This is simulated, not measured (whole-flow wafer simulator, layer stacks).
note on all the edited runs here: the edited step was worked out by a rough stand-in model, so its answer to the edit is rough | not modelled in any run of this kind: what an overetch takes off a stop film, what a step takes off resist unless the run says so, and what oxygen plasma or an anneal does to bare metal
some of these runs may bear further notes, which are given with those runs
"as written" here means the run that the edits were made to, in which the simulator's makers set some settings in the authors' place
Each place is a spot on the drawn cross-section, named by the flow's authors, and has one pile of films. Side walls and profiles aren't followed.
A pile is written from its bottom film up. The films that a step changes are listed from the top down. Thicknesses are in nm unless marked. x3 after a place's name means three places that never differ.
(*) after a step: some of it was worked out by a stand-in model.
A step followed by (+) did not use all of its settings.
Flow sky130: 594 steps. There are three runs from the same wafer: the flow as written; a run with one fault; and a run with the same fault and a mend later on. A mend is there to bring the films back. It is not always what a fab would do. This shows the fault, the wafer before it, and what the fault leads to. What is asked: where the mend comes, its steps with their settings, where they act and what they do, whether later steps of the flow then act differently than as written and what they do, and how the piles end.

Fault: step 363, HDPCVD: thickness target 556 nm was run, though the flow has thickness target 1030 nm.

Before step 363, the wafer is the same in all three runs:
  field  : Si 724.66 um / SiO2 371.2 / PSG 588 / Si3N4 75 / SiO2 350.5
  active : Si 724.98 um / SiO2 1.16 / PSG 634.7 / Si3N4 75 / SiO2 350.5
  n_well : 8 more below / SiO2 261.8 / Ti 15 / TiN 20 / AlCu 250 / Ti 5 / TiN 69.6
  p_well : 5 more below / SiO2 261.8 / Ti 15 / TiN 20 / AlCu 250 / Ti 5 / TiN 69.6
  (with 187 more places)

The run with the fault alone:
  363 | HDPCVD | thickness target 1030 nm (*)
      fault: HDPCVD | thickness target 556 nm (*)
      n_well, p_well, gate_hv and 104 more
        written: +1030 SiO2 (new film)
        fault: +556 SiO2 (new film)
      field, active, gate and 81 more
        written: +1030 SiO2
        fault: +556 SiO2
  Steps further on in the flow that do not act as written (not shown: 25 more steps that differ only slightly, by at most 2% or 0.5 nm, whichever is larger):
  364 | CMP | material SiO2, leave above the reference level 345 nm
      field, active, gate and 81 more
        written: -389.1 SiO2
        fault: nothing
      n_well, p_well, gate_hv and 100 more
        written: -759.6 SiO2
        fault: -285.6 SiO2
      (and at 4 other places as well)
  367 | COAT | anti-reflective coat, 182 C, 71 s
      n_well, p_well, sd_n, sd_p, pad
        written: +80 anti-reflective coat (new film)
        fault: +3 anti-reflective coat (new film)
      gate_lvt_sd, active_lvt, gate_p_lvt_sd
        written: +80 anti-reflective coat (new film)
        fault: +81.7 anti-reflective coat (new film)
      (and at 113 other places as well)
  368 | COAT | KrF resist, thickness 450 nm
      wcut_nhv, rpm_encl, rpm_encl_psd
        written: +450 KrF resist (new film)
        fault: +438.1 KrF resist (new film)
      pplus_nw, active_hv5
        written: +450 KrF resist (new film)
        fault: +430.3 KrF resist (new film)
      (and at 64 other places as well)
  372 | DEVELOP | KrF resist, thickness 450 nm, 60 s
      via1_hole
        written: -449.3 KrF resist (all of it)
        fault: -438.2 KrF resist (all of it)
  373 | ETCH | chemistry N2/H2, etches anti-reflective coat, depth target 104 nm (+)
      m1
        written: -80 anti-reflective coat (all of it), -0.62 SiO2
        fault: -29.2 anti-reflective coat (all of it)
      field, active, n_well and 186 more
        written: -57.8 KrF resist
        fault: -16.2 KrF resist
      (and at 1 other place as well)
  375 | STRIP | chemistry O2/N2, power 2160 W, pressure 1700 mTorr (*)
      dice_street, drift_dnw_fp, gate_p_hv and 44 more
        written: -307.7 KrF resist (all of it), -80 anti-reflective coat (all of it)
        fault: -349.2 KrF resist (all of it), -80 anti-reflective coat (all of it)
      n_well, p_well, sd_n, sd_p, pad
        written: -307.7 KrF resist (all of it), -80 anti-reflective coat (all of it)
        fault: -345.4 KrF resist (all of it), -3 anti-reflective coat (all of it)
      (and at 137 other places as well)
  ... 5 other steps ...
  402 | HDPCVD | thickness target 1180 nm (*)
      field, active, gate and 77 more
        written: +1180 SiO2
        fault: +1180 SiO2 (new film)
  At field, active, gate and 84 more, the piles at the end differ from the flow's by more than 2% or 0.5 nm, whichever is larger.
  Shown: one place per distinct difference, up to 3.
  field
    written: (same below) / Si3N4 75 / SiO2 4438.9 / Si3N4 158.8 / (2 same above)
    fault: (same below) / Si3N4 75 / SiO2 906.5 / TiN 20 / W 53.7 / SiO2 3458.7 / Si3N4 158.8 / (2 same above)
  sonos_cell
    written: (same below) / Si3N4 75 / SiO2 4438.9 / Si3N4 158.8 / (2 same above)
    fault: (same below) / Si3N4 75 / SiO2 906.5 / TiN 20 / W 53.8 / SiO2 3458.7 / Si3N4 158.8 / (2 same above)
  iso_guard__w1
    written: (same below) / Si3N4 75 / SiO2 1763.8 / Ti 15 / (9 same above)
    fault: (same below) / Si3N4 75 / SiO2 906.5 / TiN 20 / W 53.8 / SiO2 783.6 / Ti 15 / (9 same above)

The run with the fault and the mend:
  The mend stands after step 363.
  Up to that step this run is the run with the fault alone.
  363a | HDPCVD | thickness target 474 nm (*) (a further turn of the flow's step 363, with different settings)
      field, active, n_well and 188 more
        +474 SiO2
  Every later step of the flow that is run acts as written at every place that is followed.
  By the end, the piles equal the flow's at every place that both follow.
